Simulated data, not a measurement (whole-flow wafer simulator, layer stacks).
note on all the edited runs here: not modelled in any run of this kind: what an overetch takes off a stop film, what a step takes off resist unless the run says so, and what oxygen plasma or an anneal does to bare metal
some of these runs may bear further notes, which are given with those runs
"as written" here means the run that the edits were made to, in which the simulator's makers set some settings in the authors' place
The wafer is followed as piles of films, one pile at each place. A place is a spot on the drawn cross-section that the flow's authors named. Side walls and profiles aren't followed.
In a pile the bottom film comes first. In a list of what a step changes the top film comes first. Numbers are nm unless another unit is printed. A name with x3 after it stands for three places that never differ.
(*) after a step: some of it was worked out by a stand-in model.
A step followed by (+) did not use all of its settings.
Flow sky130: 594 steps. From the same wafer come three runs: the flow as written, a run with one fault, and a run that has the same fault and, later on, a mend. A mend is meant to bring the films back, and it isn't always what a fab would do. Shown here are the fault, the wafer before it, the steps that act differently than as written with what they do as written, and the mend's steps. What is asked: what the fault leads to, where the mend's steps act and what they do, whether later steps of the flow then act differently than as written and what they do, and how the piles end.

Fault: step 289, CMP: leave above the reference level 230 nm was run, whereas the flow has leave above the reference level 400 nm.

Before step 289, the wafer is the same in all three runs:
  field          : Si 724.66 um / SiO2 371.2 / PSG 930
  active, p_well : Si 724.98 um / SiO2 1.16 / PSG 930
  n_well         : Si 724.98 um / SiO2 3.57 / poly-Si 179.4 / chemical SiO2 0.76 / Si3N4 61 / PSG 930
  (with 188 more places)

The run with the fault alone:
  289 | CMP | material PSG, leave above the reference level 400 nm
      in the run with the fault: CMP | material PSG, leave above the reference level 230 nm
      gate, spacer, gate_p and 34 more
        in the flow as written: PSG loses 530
        in the run with the fault: PSG loses 700
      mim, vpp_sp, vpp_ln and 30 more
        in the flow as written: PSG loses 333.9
        in the run with the fault: PSG loses 503.9
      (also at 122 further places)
  Later steps of the flow acting differently than as written:
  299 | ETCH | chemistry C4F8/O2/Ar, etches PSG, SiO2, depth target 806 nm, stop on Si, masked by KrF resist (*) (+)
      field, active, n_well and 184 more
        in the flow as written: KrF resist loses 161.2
        in the run with the fault: KrF resist loses 142.4
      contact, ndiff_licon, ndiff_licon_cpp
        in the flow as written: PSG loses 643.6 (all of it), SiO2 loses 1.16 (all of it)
        in the run with the fault: PSG loses 473.6 (all of it), SiO2 loses 1.16 (all of it)
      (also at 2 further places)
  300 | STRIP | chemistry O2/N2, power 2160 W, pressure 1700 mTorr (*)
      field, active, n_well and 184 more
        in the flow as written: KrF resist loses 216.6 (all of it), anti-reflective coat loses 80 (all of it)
        in the run with the fault: KrF resist loses 235.4 (all of it), anti-reflective coat loses 80 (all of it)
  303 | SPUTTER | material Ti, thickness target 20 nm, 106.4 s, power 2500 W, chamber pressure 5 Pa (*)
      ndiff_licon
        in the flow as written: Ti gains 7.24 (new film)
        in the run with the fault: Ti gains 9.48 (new film)
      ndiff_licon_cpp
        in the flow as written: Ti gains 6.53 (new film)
        in the run with the fault: Ti gains 8.52 (new film)
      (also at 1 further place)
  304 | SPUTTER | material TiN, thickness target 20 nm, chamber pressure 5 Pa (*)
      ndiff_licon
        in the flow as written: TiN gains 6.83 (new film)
        in the run with the fault: TiN gains 9.05 (new film)
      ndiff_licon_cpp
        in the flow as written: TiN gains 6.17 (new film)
        in the run with the fault: TiN gains 8.16 (new film)
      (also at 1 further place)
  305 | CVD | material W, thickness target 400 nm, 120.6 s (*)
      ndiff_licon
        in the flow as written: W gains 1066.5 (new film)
        in the run with the fault: W gains 892.1 (new film)
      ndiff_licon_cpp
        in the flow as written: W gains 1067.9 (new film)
        in the run with the fault: W gains 893.9 (new film)
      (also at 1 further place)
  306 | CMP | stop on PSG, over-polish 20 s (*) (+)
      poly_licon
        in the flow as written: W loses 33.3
        in the run with the fault: W loses 203.3
  At field, active, n_well and 190 more, the piles at the end differ from the flow's by more than 2% or 0.5 nm, whichever is larger.
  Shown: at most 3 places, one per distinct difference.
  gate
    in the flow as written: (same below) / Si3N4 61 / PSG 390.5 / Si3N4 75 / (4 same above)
    in the run with the fault: (same below) / Si3N4 61 / PSG 220.5 / Si3N4 75 / (4 same above)
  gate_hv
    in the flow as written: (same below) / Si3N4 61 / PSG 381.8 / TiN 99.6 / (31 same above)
    in the run with the fault: (same below) / Si3N4 61 / PSG 211.8 / TiN 99.6 / (31 same above)
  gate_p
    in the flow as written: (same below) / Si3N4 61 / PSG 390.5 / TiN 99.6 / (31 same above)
    in the run with the fault: (same below) / Si3N4 61 / PSG 220.5 / TiN 99.6 / (31 same above)

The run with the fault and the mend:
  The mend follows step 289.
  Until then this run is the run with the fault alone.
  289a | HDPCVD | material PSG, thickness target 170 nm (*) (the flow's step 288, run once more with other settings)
      field, active, n_well and 189 more
        PSG gains 170
  Every later step of the flow that is run acts as written, at every place that is followed, to within 2% or 0.5 nm, whichever is larger.
  The piles end only slightly different from the flow's at the places that both follow, by no more than 2% or 0.5 nm, whichever is larger.
